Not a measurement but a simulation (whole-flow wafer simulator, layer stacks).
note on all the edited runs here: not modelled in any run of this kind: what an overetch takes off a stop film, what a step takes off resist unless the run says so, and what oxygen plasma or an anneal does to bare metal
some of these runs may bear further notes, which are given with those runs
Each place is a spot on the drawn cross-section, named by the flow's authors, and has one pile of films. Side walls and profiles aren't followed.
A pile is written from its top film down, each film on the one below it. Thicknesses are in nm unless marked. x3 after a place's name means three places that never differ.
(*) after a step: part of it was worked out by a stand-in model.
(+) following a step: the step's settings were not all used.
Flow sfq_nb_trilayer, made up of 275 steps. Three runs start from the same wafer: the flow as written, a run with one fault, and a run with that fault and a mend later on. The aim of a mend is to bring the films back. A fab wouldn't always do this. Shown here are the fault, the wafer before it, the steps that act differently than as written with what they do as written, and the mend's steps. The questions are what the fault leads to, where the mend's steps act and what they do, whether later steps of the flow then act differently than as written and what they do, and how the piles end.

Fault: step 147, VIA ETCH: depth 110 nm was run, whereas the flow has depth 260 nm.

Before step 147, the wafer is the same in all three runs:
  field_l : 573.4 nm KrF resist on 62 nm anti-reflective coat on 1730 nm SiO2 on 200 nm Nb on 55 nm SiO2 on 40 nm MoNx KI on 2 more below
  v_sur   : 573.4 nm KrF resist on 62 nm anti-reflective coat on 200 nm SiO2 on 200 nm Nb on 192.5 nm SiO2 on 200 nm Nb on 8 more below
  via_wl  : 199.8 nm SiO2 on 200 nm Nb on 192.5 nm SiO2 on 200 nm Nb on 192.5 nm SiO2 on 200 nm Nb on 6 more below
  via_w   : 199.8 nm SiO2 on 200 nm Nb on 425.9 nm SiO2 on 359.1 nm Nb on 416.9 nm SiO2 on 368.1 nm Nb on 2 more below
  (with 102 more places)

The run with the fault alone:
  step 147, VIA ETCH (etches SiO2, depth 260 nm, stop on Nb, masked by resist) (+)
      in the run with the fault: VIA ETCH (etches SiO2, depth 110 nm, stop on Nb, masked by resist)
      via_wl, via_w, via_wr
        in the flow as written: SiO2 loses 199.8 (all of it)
        in the run with the fault: SiO2 loses 110
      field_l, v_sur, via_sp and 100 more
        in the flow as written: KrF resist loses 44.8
        in the run with the fault: KrF resist loses 19
  Steps later in the flow that act otherwise than as written (not shown: 4 more steps that differ only slightly, by at most 2% or 0.5 nm, whichever is larger):
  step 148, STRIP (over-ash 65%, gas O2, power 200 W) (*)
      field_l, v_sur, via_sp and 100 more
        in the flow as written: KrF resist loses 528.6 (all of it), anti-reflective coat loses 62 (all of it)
        in the run with the fault: KrF resist loses 554.5 (all of it), anti-reflective coat loses 62 (all of it)
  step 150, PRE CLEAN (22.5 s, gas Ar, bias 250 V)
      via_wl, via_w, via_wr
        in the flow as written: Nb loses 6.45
        in the run with the fault: SiO2 loses 7.5
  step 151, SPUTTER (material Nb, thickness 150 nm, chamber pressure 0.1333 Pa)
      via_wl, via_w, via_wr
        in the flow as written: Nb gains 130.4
        in the run with the fault: Nb gains 140.8 (new film)
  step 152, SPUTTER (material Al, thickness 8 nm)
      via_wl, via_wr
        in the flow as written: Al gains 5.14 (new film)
        in the run with the fault: Al gains 6.19 (new film)
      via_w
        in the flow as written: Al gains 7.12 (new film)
        in the run with the fault: Al gains 7.84 (new film)
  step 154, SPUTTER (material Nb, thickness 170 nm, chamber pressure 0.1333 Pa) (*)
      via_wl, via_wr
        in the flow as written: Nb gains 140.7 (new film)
        in the run with the fault: Nb gains 127.2 (new film)
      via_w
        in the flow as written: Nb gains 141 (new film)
        in the run with the fault: Nb gains 167.2 (new film)
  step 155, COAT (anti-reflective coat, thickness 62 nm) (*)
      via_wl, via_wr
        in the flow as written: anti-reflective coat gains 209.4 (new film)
        in the run with the fault: anti-reflective coat gains 172 (new film)
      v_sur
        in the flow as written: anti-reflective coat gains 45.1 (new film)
        in the run with the fault: anti-reflective coat gains 49.5 (new film)
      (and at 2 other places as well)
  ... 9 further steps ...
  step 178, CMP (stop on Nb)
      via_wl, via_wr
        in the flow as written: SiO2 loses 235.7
        in the run with the fault: SiO2 loses 334.6
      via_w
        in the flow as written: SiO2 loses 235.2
        in the run with the fault: SiO2 loses 334.2
  By the end, the piles at via_wl, via_w, via_wr depart from the flow's by more than 2% or 0.5 nm, whichever is larger.
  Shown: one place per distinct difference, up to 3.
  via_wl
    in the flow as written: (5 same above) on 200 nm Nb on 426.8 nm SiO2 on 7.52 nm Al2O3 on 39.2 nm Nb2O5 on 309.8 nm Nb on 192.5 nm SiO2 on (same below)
    in the run with the fault: (5 same above) on 200 nm Nb on 327.9 nm SiO2 on 9.26 nm Al2O3 on 36.1 nm Nb2O5 on 127.8 nm Nb on 82.3 nm SiO2 on 200 nm Nb on 192.5 nm SiO2 on (same below)
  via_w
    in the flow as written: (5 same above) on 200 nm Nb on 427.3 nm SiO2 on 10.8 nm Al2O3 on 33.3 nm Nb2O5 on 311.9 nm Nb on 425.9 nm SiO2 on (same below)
    in the run with the fault: (5 same above) on 200 nm Nb on 328.3 nm SiO2 on 12.4 nm Al2O3 on 30.5 nm Nb2O5 on 129.8 nm Nb on 82.3 nm SiO2 on 200 nm Nb on 425.9 nm SiO2 on (same below)

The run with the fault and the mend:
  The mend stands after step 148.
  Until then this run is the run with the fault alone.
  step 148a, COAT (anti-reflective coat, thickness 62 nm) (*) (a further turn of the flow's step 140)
      p4_fl x3, p4_w1 x9, p4_g1 x2 and 63 more
        anti-reflective coat gains 62 (new film)
      c5j, ce_r, sp_r and 13 more
        anti-reflective coat gains 61.9 (new film)
      be_sur, gap, jj_sur, ce_l
        anti-reflective coat gains 61.8 (new film)
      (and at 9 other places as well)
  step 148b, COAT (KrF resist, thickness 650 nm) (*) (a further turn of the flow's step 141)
      p4_fl x3, p4_w1 x9, p4_g1 x2 and 63 more
        KrF resist gains 650 (new film)
      res, r_end, moat, field_r, lsp_l, l0_sur, l0v
        KrF resist gains 649.5 (new film)
      ln_m5, lsp_m, ln_m6, lsp_r
        KrF resist gains 649.6 (new film)
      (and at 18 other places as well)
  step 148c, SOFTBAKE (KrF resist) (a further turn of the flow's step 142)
      alters no film at any place that is followed
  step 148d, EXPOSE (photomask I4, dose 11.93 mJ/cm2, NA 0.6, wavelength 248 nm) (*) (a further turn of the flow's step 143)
      alters no film at any place that is followed
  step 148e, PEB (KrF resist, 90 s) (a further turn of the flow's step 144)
      jj_sur, ce_l, c5j and 92 more
        KrF resist loses 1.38
      via_sp, via_v, wire, be, be_sur, gap
        KrF resist loses 1.37
      field_l
        KrF resist loses 1.36
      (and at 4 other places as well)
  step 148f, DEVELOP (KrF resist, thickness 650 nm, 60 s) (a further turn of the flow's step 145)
      field_l, v_sur, via_sp and 100 more
        KrF resist loses 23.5
      via_wl
        KrF resist loses 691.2 (all of it)
      via_w
        KrF resist loses 714.5 (all of it)
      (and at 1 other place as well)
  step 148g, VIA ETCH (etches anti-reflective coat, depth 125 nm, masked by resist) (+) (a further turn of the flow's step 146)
      field_l, v_sur, via_sp and 100 more
        KrF resist loses 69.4
      via_wl
        anti-reflective coat loses 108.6 (all of it)
      via_w
        anti-reflective coat loses 82.2 (all of it), SiO2 loses 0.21
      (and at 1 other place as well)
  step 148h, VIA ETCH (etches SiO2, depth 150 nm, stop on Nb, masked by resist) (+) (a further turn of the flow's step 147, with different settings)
      field_l, v_sur, via_sp and 100 more
        KrF resist loses 23.2
      via_wl, via_wr
        SiO2 loses 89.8 (all of it)
      via_w
        SiO2 loses 89.6 (all of it)
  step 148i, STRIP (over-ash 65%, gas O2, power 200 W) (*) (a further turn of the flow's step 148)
      p4_fl x3, p4_w1 x9, p4_g1 x2 and 63 more
        KrF resist loses 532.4 (all of it), anti-reflective coat loses 62 (all of it)
      moat, field_r, lsp_l, ln_m5, lsp_m, ln_m6, lsp_r, l0_sur
        KrF resist loses 532 (all of it), anti-reflective coat loses 61.9 (all of it)
      r_sur, res, r_end, l0v
        KrF resist loses 531.9 (all of it), anti-reflective coat loses 61.9 (all of it)
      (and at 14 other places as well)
  None of the later steps of the flow differs from how it acts as written, at any place that is followed, by more than 2% or 0.5 nm, whichever is larger.
  The piles end the same as the flow's at every place that both follow.
